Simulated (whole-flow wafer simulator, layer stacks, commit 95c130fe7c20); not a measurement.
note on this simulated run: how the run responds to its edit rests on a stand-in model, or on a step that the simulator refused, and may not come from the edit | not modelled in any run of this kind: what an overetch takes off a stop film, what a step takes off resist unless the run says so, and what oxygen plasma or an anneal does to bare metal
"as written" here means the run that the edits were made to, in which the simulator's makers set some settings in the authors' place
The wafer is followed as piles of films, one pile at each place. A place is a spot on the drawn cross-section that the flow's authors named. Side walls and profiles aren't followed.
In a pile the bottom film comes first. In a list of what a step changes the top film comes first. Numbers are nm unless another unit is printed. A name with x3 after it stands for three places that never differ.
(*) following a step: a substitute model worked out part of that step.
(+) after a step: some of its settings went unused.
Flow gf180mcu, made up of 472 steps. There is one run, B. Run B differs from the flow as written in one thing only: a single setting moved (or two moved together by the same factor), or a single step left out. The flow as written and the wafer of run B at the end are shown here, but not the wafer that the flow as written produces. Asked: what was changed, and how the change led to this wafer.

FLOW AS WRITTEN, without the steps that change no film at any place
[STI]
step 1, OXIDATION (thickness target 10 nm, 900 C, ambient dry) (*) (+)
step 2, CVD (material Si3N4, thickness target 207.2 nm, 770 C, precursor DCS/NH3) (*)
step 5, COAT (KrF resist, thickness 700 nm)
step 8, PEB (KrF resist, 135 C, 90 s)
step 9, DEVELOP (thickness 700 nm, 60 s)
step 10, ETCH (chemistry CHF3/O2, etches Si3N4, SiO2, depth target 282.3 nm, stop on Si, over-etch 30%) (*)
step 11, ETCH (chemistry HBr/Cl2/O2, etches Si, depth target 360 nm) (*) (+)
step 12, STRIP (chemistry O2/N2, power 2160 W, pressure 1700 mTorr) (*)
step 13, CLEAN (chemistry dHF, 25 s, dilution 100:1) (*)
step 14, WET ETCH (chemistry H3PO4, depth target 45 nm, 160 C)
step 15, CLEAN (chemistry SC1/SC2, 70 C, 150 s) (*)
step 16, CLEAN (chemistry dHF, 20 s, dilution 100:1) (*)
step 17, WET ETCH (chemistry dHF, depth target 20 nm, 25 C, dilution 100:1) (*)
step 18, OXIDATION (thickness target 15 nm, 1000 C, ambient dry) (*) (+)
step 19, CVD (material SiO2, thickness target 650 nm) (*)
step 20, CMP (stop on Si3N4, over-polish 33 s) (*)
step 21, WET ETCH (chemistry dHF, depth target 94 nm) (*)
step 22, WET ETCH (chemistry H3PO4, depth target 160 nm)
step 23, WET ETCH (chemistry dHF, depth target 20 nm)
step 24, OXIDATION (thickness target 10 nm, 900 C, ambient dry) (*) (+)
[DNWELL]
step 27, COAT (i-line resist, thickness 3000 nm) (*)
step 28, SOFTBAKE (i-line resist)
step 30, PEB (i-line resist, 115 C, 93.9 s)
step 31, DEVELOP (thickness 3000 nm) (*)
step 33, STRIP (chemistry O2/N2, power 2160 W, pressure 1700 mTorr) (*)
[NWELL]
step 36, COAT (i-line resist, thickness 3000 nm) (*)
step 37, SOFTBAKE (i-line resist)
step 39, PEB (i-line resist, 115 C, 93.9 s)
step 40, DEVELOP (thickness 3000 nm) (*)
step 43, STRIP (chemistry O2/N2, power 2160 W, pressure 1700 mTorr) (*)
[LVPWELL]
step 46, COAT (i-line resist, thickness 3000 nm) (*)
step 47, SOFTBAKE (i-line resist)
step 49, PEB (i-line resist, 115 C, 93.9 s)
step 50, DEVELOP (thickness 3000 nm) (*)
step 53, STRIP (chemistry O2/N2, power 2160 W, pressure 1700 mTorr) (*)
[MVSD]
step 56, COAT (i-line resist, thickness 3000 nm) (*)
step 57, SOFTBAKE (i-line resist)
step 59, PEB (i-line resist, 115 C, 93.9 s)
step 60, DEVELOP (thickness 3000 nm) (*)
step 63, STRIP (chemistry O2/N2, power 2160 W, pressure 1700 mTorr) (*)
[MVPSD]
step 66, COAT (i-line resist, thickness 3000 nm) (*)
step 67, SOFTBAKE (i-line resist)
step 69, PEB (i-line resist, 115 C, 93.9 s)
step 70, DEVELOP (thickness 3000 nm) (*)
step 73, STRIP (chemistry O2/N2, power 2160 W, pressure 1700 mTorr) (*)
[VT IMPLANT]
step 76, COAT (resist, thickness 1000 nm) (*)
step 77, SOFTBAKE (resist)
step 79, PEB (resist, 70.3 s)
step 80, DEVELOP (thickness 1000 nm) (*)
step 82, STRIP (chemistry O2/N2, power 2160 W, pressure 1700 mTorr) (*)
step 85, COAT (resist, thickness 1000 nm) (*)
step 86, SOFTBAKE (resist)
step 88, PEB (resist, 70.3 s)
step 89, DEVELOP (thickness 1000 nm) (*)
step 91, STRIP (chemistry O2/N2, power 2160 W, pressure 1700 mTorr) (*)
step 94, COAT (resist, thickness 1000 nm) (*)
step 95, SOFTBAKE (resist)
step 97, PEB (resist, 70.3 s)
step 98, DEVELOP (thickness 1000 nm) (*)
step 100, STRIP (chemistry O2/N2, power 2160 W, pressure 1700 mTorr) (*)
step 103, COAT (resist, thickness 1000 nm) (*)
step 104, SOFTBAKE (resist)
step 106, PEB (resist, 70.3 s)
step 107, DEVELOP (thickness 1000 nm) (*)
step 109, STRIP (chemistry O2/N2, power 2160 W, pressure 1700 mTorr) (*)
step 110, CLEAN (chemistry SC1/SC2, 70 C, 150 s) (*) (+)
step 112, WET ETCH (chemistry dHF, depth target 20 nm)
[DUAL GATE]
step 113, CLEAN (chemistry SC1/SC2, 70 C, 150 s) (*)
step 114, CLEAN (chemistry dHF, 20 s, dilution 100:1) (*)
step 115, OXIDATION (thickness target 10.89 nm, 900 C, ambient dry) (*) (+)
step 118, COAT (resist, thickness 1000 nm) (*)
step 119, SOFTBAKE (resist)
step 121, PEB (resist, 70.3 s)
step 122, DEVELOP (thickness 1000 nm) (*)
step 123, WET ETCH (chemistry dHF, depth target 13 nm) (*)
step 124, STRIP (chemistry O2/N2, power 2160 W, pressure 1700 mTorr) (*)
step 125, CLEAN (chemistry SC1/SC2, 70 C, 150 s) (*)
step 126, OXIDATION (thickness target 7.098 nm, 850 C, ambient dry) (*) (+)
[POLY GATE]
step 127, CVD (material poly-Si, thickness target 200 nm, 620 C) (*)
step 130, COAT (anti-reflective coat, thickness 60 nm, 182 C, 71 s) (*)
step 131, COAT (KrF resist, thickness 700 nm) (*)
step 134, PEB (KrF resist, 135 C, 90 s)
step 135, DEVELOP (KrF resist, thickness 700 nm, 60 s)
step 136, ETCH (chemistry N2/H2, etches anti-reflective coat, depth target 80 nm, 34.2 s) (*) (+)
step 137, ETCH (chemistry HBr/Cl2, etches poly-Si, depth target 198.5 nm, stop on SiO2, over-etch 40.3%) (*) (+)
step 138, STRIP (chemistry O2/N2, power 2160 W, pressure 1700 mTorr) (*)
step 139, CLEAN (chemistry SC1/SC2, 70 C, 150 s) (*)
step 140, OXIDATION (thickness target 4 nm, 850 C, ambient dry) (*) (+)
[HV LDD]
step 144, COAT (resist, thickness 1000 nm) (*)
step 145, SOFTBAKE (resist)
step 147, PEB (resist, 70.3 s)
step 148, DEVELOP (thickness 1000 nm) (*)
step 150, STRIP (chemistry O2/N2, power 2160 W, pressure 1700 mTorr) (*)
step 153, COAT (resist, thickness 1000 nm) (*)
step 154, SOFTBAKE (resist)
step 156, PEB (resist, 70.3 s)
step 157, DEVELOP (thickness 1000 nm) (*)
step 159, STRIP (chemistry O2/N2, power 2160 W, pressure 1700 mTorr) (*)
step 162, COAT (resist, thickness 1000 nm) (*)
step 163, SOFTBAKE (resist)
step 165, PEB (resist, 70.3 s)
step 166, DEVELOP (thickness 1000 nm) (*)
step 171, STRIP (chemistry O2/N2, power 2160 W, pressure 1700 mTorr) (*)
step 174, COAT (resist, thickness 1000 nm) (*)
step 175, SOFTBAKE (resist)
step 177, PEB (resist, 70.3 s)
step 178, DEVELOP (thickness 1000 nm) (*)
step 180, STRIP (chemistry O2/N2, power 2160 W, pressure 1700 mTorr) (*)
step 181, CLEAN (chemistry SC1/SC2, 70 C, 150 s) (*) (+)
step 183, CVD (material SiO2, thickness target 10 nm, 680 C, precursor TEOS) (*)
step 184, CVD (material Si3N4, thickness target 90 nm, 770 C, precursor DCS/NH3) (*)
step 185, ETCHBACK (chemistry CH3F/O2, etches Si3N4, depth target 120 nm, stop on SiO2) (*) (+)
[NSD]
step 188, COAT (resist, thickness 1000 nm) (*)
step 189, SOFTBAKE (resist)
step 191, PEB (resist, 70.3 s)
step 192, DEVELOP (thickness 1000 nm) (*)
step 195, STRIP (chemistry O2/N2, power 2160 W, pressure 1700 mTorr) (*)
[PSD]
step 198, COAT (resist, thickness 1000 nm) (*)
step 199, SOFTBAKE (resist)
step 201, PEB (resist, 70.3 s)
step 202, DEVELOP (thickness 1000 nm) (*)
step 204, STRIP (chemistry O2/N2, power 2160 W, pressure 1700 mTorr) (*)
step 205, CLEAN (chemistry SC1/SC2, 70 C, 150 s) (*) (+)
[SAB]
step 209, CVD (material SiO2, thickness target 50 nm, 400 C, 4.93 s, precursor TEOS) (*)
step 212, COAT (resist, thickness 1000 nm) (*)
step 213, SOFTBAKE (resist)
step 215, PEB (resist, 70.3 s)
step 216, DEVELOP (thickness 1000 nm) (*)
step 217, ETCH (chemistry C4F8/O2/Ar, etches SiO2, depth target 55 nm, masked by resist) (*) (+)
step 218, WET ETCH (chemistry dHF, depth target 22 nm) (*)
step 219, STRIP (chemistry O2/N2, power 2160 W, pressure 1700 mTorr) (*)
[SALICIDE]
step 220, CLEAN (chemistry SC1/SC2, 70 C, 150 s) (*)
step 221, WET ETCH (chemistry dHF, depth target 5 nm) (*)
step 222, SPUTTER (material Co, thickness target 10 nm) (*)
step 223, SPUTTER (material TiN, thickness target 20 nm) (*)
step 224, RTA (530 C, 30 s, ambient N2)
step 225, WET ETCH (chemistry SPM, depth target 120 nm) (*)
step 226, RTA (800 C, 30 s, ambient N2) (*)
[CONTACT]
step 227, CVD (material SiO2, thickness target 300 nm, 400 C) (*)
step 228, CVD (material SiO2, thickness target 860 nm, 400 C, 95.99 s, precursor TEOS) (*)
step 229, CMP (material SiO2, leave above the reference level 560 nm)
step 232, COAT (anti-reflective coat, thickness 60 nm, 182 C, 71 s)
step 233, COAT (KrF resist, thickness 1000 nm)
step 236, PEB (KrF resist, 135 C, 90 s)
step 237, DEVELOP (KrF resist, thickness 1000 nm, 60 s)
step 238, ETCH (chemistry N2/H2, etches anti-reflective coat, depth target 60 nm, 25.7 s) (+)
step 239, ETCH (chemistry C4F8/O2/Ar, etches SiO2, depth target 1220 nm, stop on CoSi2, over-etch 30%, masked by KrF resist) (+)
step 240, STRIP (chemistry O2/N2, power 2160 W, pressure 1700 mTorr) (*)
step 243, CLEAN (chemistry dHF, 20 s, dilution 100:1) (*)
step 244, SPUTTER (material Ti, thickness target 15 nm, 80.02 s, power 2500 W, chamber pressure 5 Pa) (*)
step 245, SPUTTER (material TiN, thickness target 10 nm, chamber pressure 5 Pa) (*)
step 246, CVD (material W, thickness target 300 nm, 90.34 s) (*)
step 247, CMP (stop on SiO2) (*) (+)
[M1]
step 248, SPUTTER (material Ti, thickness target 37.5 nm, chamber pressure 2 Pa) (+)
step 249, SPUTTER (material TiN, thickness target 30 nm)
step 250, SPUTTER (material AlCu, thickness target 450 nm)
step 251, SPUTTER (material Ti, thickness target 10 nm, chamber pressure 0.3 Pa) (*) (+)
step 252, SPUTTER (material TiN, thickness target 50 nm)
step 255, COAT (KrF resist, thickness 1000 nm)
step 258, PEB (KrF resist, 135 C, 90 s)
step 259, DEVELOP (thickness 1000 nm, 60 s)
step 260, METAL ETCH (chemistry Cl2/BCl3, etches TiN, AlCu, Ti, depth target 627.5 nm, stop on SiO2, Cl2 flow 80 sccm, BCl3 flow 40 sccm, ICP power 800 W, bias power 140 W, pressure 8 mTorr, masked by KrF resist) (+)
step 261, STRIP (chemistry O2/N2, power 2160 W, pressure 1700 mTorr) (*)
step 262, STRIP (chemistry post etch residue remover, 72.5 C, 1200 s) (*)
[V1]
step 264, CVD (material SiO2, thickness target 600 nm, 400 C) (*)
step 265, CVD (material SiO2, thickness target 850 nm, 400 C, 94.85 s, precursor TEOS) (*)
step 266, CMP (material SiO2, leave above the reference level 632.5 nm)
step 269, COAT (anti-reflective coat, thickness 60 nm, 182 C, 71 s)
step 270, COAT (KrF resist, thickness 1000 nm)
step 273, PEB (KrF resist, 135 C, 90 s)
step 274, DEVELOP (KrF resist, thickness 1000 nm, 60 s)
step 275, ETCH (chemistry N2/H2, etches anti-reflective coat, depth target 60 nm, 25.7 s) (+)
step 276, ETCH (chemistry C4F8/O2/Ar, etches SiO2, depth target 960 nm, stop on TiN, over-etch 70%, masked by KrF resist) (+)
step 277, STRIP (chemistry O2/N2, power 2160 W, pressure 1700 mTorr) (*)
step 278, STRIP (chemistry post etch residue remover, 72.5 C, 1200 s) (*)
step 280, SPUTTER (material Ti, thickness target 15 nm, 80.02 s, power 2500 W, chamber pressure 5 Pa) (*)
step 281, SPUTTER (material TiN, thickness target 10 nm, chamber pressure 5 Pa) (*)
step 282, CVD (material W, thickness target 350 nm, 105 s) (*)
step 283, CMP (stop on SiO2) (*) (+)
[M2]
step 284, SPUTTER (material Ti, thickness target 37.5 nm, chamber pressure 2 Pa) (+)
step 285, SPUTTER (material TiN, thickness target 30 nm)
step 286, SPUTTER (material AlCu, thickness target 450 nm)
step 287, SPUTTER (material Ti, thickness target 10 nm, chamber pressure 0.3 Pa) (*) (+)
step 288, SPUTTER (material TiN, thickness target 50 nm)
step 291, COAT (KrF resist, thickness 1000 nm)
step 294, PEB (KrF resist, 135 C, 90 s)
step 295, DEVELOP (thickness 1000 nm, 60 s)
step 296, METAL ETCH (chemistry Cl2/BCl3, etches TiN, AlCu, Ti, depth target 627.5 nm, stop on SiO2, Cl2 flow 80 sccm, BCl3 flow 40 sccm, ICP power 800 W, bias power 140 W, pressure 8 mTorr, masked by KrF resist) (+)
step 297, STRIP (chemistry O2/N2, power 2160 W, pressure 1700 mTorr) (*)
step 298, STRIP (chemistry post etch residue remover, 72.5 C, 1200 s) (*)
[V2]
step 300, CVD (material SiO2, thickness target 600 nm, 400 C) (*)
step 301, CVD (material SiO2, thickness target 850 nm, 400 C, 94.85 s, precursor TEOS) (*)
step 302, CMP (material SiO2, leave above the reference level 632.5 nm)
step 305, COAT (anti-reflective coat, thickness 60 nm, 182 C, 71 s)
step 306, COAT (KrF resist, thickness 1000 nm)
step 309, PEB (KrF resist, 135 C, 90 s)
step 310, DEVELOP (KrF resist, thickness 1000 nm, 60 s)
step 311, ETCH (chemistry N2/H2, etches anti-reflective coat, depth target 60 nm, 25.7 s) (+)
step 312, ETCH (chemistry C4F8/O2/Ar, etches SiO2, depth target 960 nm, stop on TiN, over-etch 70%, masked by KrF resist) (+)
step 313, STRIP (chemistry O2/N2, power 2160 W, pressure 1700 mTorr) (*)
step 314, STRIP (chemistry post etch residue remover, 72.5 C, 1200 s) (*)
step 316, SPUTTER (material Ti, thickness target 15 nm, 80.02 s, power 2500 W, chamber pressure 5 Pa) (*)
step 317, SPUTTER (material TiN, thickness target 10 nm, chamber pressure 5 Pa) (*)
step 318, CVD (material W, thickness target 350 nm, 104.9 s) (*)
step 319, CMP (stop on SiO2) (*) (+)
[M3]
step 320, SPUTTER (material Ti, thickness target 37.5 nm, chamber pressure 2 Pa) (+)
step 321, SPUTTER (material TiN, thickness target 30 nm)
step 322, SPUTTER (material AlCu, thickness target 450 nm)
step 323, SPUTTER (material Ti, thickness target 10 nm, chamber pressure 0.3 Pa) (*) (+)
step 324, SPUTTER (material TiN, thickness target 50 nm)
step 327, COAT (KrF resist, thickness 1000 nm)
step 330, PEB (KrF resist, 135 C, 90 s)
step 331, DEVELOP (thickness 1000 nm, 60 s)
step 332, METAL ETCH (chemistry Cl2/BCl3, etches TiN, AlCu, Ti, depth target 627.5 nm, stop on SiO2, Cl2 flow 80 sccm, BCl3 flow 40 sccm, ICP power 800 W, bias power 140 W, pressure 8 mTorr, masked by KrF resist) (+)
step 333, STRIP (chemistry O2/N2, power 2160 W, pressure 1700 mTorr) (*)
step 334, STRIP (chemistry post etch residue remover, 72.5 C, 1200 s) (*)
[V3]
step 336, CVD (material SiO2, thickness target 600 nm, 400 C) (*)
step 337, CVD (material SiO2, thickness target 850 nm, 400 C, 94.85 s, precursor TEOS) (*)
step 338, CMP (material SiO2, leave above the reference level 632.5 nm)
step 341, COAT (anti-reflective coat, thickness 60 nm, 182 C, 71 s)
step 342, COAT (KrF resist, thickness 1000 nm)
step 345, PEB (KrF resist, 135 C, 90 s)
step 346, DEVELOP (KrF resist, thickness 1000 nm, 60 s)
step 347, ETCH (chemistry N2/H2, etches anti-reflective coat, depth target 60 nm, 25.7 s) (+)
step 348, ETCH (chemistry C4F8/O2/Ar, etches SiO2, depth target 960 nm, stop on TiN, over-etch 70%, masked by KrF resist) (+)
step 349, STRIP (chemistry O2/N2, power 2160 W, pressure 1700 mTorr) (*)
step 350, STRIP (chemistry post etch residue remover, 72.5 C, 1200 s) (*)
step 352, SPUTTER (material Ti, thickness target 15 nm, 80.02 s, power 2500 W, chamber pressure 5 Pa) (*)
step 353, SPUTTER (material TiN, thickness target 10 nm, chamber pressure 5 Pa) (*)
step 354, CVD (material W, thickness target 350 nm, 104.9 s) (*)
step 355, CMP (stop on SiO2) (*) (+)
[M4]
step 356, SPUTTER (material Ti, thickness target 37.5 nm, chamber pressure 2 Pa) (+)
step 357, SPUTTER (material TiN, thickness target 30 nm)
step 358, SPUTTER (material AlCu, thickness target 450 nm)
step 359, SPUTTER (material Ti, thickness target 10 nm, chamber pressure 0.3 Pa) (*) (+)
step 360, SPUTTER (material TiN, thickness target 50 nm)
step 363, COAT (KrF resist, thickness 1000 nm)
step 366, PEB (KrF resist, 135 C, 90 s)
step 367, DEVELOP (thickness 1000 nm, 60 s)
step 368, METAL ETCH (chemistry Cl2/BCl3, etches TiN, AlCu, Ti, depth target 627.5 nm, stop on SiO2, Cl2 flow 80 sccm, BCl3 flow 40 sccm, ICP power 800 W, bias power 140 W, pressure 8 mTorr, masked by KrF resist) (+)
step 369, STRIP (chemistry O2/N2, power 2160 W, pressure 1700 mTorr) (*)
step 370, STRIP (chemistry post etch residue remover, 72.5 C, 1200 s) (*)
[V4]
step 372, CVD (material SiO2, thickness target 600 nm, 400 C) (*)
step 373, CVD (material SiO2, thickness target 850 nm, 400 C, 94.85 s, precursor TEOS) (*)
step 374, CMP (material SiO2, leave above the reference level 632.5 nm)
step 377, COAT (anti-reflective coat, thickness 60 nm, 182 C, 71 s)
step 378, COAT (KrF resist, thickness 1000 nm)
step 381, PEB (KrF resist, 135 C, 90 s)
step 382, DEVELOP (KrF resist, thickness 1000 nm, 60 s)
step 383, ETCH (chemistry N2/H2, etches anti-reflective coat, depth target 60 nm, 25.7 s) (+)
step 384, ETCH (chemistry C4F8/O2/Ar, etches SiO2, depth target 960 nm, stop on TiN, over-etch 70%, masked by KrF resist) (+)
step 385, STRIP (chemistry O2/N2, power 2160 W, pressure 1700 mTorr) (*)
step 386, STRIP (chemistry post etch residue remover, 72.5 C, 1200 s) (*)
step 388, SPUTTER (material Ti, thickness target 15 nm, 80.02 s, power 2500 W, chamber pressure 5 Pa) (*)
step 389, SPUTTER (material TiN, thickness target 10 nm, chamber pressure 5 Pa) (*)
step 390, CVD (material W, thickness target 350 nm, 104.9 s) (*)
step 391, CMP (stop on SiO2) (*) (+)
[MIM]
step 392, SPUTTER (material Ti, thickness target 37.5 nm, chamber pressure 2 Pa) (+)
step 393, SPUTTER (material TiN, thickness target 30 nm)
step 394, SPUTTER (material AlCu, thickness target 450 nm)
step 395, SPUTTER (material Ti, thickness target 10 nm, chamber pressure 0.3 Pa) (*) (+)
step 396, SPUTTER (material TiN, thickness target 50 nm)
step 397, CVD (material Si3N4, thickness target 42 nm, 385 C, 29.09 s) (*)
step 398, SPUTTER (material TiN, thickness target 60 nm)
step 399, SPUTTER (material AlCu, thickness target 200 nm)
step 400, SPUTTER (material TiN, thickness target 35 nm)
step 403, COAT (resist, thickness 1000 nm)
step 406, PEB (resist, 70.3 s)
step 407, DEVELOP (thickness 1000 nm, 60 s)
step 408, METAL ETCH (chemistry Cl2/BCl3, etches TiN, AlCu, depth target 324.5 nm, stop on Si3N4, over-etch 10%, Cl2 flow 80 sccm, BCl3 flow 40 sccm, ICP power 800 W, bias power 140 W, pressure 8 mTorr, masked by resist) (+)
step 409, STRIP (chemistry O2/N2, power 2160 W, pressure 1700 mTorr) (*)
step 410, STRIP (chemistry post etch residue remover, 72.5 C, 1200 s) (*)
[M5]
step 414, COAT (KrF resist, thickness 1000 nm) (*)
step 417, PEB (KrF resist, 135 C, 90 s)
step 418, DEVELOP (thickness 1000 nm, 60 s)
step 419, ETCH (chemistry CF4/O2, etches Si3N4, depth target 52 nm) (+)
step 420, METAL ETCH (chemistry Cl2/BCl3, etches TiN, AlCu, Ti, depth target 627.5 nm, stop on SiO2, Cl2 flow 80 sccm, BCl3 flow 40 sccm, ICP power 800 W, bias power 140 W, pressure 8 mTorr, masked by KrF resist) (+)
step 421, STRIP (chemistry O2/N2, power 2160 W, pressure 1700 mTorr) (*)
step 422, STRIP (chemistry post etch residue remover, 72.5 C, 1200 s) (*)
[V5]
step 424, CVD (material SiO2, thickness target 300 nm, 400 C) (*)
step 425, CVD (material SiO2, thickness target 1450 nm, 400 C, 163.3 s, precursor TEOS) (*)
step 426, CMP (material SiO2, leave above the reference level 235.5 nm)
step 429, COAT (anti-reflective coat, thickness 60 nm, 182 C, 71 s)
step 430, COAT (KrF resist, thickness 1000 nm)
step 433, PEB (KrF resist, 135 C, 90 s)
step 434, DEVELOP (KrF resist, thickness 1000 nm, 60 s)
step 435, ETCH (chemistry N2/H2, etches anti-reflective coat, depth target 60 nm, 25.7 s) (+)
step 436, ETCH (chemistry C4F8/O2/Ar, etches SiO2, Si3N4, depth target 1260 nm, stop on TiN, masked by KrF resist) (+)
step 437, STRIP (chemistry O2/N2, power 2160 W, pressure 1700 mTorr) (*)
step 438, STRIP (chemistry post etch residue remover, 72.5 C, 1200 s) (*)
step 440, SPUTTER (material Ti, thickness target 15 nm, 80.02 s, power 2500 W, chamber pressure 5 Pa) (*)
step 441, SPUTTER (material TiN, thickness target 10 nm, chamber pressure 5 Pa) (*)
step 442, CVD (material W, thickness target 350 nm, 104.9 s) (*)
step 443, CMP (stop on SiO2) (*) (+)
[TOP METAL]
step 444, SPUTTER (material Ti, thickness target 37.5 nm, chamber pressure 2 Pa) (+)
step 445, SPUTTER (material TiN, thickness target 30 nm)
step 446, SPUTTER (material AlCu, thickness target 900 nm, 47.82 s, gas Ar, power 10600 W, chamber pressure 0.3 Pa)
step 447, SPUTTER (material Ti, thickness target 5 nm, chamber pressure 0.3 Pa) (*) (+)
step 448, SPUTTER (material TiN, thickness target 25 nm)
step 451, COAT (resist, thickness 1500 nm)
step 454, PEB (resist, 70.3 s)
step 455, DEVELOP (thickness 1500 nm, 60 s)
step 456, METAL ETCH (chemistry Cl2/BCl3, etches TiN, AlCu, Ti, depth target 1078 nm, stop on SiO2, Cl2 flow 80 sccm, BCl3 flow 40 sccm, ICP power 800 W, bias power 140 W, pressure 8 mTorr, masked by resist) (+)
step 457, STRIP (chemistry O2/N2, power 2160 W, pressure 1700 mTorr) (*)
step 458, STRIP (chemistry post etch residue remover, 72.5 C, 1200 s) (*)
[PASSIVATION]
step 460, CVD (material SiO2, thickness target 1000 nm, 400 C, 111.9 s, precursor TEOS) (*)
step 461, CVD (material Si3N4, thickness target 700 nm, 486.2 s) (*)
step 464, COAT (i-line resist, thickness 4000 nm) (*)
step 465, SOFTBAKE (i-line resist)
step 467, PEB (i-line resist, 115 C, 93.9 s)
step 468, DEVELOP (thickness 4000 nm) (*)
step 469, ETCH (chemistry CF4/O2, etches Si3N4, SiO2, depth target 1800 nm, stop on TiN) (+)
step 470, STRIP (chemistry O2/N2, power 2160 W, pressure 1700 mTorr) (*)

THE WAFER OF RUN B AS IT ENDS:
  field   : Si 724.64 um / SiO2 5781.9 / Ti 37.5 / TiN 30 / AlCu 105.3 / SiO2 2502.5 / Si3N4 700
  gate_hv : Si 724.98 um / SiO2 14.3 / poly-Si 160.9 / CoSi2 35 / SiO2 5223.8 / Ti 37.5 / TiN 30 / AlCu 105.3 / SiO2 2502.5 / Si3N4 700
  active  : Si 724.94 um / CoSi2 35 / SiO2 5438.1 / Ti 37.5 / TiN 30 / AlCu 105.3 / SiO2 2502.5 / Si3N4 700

What caused this: step 394, SPUTTER: thickness target 680 nm was run, whereas the flow has thickness target 450 nm.

Step by step, how the change led to this:
  step 394, SPUTTER (material AlCu, thickness target 450 nm)
      field, field__w1, field__w2 and 108 more: +680 AlCu (new film) (it would be, as written: +450 AlCu (new film))
  step 420, METAL ETCH (chemistry Cl2/BCl3, etches TiN, AlCu, Ti, depth target 627.5 nm, stop on SiO2, Cl2 flow 80 sccm, BCl3 flow 40 sccm, ICP power 800 W, bias power 140 W, pressure 8 mTorr, masked by KrF resist) (+)
      field, field__w1, field__w2 and 101 more: -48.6 TiN (all of it), -10 Ti (all of it), -568.9 AlCu (it would be, as written: -48.6 TiN (all of it), -10 Ti (all of it), -450 AlCu (all of it), -30 TiN (all of it), -37.5 Ti (all of it))
  step 422, STRIP (chemistry post etch residue remover, 72.5 C, 1200 s) (*)
      field, field__w1, field__w2 and 101 more: -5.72 AlCu (it would be, as written: nothing)
  step 424, CVD (material SiO2, thickness target 300 nm, 400 C) (*)
      field, field__w1, field__w2 and 101 more: +300 SiO2 (new film) (it would be, as written: +300 SiO2)
  step 426, CMP (material SiO2, leave above the reference level 235.5 nm)
      field, field__w1, field__w5 and 92 more: -243.7 SiO2 (it would be, as written: -300.8 SiO2)
      field__w2, field__w3, field__w12 and 6 more: -212.9 SiO2 (it would be, as written: -272.7 SiO2)
If metal films that touch count as one body, field has 1 body; the flow as written gives 0 bodies.
If metal films that touch count as one body, gate_hv has 2 bodies (between them, from the top down: SiO2 5223.8); the flow as written gives 1 body.
If metal films that touch count as one body, active has 2 bodies (between them, from the top down: SiO2 5438.1); the flow as written gives 1 body.
